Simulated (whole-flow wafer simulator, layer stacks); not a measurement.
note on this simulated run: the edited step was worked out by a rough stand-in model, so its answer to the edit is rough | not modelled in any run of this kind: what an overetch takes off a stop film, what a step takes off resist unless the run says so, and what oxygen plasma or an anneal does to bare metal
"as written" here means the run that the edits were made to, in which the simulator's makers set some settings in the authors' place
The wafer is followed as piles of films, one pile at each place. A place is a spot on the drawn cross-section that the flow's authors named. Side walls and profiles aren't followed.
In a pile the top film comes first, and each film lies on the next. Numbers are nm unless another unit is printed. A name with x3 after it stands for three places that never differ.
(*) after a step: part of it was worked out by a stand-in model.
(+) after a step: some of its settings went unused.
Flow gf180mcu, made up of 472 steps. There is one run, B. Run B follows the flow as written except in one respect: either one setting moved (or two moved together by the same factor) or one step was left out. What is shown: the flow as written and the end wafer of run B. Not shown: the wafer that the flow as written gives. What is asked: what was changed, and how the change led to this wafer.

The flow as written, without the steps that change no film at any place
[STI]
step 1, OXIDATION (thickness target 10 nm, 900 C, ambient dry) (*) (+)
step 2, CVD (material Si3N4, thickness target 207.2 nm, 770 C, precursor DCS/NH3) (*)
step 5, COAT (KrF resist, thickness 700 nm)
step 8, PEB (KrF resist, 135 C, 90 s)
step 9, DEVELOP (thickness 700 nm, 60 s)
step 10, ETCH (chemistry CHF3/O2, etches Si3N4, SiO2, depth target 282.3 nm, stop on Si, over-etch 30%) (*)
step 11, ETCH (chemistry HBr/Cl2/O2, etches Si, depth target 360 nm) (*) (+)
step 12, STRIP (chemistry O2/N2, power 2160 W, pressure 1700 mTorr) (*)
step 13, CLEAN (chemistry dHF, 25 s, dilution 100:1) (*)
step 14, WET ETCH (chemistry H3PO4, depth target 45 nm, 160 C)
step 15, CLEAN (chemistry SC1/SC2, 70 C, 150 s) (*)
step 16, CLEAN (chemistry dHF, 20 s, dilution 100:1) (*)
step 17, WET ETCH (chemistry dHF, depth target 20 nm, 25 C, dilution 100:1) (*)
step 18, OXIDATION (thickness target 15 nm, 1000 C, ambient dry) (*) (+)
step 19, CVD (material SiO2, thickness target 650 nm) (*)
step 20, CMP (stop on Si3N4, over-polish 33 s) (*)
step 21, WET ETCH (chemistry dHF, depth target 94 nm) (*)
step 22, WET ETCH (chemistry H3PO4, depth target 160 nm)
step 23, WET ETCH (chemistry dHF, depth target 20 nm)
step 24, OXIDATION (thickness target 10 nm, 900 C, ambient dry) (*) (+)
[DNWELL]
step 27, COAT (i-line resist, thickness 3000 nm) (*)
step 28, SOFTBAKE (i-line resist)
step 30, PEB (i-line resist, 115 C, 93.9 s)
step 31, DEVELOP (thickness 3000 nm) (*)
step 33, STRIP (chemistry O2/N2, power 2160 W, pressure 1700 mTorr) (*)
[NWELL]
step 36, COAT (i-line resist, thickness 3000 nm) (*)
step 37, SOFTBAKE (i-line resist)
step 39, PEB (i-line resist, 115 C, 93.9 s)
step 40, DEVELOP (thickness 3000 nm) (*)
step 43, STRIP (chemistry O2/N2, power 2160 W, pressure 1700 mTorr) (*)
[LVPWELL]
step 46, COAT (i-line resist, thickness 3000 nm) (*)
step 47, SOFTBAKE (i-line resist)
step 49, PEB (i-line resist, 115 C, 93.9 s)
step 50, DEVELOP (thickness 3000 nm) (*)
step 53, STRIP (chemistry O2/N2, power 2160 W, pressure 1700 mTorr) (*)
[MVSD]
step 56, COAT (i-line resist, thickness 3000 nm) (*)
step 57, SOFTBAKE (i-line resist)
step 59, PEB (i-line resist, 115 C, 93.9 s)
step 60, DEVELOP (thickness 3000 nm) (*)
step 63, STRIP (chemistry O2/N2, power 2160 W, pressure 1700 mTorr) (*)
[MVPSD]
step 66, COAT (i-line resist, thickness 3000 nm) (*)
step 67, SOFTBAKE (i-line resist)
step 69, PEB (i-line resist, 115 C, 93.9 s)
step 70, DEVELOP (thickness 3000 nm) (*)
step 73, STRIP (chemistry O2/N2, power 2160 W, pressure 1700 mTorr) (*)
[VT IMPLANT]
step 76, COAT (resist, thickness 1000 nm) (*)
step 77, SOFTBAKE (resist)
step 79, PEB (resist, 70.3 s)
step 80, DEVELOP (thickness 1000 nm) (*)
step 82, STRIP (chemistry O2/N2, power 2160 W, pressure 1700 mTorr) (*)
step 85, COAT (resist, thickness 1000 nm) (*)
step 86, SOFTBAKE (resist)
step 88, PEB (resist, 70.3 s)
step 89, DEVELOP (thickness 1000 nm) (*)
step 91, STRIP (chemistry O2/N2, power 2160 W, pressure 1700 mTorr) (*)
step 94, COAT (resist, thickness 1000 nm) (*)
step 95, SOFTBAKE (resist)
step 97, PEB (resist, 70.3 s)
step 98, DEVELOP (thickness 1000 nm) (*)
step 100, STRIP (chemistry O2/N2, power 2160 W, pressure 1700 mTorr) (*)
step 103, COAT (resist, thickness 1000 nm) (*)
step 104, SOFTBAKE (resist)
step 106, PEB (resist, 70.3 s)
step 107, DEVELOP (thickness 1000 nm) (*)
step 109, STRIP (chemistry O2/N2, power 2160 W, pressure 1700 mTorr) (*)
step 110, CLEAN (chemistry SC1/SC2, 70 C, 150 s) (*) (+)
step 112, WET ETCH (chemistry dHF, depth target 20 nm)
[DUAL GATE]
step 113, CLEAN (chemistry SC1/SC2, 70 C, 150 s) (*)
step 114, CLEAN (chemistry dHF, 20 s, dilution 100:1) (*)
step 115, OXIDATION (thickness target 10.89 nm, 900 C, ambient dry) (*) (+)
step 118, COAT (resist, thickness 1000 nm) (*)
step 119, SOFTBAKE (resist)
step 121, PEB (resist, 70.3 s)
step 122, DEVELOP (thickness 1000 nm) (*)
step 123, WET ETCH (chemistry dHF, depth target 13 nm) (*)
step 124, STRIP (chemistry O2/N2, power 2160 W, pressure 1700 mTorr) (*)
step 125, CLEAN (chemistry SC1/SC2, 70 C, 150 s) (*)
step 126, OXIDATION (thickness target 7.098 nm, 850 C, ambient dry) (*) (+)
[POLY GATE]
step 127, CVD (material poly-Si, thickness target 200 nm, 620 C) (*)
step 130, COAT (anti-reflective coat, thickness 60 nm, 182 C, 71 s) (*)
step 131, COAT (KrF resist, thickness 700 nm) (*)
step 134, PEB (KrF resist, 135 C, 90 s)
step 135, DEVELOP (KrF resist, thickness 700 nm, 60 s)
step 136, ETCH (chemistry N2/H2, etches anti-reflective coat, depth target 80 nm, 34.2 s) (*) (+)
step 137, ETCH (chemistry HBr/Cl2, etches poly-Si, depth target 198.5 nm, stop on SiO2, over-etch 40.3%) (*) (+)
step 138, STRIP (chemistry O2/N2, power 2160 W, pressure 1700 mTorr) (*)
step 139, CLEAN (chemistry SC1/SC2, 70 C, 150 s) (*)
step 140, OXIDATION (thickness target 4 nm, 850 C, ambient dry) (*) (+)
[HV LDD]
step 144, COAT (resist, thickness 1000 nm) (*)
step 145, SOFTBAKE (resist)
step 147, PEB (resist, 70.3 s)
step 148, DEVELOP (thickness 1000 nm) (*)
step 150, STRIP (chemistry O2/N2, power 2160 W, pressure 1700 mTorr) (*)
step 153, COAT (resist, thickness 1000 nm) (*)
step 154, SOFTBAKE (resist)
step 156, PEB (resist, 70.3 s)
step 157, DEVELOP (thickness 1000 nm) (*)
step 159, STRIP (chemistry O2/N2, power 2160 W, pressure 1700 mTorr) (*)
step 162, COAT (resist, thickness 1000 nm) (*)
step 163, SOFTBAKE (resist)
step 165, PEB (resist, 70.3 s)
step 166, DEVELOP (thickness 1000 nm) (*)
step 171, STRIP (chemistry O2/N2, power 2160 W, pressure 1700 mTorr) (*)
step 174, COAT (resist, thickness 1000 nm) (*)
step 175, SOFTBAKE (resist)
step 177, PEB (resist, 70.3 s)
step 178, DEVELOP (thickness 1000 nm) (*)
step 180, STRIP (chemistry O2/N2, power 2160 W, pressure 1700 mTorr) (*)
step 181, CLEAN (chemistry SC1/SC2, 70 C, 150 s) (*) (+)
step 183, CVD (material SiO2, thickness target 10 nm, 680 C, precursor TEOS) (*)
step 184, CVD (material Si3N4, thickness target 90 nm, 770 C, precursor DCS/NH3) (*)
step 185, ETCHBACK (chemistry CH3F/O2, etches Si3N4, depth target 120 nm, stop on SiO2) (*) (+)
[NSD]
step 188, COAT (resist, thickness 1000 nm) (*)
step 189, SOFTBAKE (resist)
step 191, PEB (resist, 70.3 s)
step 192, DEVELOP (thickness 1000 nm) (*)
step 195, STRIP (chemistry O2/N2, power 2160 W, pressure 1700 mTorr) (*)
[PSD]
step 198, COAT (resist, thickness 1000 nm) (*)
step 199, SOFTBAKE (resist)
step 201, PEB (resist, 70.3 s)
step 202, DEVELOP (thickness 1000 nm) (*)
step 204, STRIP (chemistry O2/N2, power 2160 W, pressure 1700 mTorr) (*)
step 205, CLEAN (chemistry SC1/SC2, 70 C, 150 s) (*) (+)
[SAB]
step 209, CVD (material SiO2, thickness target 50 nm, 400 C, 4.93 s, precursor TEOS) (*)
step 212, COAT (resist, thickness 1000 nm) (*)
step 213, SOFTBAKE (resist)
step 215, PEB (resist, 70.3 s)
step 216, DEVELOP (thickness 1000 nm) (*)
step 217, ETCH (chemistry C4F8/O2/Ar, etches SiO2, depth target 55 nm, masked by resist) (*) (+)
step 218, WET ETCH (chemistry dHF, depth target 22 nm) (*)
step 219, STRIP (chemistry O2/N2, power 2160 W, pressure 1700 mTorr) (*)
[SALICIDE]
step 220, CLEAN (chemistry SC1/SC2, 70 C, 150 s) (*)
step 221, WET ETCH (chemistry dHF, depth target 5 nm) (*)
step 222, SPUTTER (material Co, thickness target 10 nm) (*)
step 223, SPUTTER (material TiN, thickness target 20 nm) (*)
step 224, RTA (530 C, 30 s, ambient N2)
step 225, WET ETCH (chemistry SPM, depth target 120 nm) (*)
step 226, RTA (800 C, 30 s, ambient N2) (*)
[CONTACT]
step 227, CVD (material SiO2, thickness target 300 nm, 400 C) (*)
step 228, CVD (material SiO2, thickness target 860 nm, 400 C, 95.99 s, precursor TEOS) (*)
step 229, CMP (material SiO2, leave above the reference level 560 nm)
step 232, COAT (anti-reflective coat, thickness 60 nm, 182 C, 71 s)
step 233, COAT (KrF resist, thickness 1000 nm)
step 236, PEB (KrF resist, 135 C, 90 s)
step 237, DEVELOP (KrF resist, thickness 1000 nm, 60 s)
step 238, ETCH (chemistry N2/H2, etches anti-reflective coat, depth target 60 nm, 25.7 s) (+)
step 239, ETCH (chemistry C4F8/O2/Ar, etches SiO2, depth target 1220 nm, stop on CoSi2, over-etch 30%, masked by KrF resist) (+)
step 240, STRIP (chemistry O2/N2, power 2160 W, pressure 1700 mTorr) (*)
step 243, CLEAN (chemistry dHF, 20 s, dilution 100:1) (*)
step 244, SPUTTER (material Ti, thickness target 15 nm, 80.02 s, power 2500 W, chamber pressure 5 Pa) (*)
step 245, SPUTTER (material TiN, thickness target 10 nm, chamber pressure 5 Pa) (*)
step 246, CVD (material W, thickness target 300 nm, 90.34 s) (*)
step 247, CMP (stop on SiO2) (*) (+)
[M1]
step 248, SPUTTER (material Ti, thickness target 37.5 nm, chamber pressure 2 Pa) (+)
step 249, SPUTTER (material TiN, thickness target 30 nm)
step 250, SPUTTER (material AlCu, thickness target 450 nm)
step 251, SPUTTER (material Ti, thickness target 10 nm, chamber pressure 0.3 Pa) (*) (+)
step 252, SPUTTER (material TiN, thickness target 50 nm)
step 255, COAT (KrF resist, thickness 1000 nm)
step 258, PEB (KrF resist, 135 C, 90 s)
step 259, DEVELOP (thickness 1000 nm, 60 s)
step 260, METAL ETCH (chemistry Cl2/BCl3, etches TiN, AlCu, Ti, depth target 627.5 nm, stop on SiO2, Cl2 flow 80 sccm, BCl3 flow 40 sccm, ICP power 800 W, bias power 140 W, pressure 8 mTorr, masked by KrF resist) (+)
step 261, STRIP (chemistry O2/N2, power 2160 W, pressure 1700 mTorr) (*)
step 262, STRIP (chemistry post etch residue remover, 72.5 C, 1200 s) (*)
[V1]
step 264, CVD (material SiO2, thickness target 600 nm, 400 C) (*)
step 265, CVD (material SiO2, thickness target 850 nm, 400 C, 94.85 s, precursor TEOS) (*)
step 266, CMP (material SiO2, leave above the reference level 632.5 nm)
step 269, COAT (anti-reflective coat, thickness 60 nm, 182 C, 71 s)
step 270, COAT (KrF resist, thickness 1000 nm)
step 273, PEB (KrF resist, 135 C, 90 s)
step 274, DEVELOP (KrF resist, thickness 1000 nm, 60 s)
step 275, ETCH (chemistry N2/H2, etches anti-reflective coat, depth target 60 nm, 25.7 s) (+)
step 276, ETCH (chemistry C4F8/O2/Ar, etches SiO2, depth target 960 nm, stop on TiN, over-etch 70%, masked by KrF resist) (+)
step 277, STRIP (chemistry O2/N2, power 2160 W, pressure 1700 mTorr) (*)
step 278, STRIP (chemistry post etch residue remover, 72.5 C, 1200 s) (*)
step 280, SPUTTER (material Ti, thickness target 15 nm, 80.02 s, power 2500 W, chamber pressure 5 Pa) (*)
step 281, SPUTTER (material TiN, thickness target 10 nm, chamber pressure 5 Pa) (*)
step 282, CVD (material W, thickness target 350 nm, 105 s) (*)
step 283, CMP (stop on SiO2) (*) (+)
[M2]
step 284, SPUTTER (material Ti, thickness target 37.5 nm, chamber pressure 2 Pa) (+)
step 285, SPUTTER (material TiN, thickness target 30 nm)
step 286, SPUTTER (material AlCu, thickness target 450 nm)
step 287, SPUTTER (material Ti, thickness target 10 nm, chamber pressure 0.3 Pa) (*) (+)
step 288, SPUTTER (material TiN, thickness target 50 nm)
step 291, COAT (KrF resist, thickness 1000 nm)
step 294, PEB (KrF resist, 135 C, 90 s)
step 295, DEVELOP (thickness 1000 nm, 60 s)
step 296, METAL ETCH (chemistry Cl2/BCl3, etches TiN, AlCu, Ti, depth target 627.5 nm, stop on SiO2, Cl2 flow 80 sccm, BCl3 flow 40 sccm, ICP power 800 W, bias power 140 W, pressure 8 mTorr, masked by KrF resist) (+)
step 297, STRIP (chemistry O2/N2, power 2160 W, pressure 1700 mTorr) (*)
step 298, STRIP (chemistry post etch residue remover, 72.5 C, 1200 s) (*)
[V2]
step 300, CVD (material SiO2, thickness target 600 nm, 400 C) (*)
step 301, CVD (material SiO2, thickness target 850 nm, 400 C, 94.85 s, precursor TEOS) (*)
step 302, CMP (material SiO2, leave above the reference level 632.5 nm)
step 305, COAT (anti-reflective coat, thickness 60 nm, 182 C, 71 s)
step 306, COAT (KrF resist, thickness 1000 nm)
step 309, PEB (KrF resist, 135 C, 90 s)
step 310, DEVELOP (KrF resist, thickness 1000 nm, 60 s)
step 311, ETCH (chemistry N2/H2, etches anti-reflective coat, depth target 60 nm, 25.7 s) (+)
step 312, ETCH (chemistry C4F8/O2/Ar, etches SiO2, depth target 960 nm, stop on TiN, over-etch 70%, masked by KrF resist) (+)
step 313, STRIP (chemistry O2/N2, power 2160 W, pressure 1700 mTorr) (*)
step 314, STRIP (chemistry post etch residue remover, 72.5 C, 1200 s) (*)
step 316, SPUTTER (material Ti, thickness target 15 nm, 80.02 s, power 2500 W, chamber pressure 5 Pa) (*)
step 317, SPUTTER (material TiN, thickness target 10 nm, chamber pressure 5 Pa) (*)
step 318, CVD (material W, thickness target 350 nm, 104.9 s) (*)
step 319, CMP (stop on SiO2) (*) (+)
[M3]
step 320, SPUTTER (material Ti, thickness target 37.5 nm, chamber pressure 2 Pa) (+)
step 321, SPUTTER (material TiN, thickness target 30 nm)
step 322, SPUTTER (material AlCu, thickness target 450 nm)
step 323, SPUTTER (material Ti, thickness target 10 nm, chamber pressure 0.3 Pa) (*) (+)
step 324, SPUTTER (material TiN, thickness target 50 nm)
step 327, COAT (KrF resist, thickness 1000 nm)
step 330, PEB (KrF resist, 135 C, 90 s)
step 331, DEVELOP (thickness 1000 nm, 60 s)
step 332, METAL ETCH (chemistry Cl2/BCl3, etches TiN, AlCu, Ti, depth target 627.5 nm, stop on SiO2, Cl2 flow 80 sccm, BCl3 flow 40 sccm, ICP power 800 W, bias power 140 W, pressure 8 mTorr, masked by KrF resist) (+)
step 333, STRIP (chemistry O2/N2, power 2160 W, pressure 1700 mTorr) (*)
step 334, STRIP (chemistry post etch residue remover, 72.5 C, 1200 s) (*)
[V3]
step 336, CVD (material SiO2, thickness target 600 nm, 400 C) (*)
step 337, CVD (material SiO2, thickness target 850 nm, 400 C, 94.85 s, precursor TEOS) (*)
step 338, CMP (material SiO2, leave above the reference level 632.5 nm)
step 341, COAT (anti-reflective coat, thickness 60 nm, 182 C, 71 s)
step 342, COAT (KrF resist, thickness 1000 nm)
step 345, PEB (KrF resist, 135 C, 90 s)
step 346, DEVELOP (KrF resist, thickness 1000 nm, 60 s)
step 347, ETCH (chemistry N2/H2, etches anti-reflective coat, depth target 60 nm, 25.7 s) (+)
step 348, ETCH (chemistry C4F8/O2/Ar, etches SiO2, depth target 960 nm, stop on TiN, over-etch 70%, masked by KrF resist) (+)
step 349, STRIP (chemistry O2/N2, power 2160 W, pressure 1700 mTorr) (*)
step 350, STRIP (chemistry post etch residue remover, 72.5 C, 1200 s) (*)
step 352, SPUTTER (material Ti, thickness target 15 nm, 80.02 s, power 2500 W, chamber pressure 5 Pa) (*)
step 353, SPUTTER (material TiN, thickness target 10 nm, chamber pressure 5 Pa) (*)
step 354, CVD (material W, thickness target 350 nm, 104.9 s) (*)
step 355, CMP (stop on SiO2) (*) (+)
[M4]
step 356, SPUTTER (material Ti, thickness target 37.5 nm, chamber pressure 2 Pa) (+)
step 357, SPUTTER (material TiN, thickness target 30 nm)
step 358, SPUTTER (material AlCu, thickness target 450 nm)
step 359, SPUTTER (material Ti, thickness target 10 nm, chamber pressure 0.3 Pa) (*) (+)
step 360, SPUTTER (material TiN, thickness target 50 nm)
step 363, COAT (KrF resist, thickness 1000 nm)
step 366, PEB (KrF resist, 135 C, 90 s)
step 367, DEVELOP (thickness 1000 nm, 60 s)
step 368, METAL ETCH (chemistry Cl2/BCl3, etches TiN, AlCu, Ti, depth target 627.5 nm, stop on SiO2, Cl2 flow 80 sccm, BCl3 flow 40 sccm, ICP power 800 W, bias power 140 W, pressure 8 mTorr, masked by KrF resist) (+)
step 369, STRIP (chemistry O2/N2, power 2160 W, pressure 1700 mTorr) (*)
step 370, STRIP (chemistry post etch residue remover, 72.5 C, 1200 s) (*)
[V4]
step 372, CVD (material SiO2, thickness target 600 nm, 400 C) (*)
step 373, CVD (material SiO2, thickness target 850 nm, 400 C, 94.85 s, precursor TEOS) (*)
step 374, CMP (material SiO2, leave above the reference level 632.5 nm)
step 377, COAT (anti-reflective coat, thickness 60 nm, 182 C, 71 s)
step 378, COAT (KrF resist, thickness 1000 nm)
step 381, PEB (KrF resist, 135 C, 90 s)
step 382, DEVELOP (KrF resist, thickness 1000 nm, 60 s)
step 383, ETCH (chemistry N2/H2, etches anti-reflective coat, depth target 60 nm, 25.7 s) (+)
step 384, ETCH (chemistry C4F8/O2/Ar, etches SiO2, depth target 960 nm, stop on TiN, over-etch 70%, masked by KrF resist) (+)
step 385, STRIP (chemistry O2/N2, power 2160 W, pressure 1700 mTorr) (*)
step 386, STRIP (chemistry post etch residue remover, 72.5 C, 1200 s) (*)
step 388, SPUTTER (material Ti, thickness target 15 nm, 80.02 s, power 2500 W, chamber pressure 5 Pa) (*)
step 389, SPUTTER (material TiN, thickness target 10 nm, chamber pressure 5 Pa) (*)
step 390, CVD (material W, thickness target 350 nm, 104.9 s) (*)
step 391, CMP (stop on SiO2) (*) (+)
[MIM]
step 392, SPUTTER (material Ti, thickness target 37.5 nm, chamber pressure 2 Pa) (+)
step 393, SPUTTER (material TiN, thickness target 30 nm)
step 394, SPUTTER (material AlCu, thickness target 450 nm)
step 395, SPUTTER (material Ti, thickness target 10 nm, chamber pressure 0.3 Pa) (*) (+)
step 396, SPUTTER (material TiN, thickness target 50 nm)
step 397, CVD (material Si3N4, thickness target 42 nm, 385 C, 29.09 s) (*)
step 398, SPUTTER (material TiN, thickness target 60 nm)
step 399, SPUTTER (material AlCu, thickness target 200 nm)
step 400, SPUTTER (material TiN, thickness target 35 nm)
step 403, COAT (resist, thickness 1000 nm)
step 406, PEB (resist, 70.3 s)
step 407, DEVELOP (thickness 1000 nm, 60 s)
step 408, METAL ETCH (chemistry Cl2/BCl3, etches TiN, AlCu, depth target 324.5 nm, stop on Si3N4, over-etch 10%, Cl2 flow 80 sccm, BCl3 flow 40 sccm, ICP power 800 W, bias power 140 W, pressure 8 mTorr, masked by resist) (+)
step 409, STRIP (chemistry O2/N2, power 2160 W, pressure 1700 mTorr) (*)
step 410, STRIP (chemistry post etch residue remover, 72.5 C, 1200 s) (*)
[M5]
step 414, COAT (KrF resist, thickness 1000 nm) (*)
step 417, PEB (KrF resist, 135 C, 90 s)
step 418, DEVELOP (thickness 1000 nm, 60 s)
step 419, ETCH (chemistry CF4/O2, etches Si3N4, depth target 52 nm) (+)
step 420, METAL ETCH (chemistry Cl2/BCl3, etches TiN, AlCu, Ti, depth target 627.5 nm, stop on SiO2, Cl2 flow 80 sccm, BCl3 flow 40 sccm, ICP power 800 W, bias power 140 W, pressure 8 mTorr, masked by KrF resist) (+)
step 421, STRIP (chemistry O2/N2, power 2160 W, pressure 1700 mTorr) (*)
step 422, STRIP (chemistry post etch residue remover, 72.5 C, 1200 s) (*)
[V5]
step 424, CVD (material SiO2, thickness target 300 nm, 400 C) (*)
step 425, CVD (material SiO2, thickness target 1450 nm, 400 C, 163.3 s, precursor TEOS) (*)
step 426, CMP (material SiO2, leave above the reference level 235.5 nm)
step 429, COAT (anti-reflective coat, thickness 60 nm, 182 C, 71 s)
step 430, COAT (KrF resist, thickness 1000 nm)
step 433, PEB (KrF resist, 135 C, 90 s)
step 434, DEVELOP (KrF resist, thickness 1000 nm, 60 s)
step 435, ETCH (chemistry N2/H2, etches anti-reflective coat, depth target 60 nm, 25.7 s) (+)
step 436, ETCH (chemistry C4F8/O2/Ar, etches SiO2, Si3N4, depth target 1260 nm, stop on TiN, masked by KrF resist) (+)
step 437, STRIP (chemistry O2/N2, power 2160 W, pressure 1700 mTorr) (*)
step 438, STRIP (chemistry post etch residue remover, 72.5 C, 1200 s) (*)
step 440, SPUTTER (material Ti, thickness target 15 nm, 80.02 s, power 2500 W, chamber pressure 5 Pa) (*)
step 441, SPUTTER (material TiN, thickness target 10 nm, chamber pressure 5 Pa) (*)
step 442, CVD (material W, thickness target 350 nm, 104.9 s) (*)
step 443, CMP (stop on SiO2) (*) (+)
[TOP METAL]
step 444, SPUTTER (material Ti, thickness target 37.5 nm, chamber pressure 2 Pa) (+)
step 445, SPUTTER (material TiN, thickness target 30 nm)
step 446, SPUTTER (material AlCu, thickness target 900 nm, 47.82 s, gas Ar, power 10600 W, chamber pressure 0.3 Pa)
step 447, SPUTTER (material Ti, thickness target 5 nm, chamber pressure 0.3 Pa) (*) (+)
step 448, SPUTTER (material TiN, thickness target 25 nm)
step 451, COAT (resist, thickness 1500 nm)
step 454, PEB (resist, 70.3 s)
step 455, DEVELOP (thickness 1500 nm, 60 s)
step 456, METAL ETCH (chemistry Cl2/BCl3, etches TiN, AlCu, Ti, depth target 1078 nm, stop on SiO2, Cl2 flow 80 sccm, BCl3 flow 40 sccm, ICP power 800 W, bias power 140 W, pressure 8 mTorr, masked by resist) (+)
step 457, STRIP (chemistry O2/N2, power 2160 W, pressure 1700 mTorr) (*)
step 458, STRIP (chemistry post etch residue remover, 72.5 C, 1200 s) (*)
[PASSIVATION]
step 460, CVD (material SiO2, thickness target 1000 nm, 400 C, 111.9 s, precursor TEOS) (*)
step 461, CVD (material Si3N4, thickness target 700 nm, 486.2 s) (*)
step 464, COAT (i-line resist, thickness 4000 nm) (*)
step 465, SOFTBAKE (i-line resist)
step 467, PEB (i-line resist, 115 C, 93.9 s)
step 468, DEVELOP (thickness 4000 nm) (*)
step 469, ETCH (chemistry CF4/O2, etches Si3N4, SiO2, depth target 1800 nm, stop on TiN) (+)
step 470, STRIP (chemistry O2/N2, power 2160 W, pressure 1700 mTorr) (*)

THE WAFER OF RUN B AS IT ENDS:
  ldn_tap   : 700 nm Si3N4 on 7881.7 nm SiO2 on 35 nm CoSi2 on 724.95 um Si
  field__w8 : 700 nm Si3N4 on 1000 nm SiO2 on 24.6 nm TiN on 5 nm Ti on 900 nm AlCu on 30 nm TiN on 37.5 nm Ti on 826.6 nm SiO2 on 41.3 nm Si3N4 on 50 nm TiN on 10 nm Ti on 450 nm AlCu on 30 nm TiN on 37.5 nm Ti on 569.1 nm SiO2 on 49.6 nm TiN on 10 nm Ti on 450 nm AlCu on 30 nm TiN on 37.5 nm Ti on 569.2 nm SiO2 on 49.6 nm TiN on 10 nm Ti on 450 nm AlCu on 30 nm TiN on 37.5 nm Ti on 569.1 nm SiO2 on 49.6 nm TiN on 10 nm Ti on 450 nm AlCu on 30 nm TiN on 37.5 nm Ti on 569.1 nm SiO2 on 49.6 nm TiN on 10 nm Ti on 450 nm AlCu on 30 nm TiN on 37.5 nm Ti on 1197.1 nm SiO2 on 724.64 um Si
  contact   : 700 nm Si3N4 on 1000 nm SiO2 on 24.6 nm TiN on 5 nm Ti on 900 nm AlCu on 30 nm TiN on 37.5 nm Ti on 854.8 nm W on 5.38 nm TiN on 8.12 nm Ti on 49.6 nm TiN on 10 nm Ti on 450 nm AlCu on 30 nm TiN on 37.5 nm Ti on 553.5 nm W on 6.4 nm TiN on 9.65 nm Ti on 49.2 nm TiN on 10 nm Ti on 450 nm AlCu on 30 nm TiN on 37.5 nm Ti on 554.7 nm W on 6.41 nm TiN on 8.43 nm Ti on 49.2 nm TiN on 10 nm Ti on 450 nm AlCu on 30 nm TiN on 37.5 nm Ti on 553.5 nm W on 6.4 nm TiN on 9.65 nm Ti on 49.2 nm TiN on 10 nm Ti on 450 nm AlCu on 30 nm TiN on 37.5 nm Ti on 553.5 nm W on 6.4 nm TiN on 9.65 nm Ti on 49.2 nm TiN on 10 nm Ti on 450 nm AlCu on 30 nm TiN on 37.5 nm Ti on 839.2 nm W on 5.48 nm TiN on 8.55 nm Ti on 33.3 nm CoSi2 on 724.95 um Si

Cause: step 352, SPUTTER: 70.02 s was run, whereas the flow has 80.02 s.

How this came from the change, step by step:
  step 352, SPUTTER (material Ti, thickness target 15 nm, 80.02 s, power 2500 W, chamber pressure 5 Pa) (*)
      field, field__w1, field__w2 and 107 more: Ti gains 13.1 (new film) (it would be, as written: Ti gains 15 (new film))
      contact: Ti gains 8.43 (new film) (it would be, as written: Ti gains 9.65 (new film))
  step 355, CMP (stop on SiO2) (*) (+)
      field, field__w1, field__w2 and 107 more: W loses 350 (all of it), TiN loses 10 (all of it), Ti loses 13.1 (all of it), SiO2 loses 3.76 (it would be, as written: W loses 350 (all of it), TiN loses 10 (all of it), Ti loses 15 (all of it), SiO2 loses 3.78)
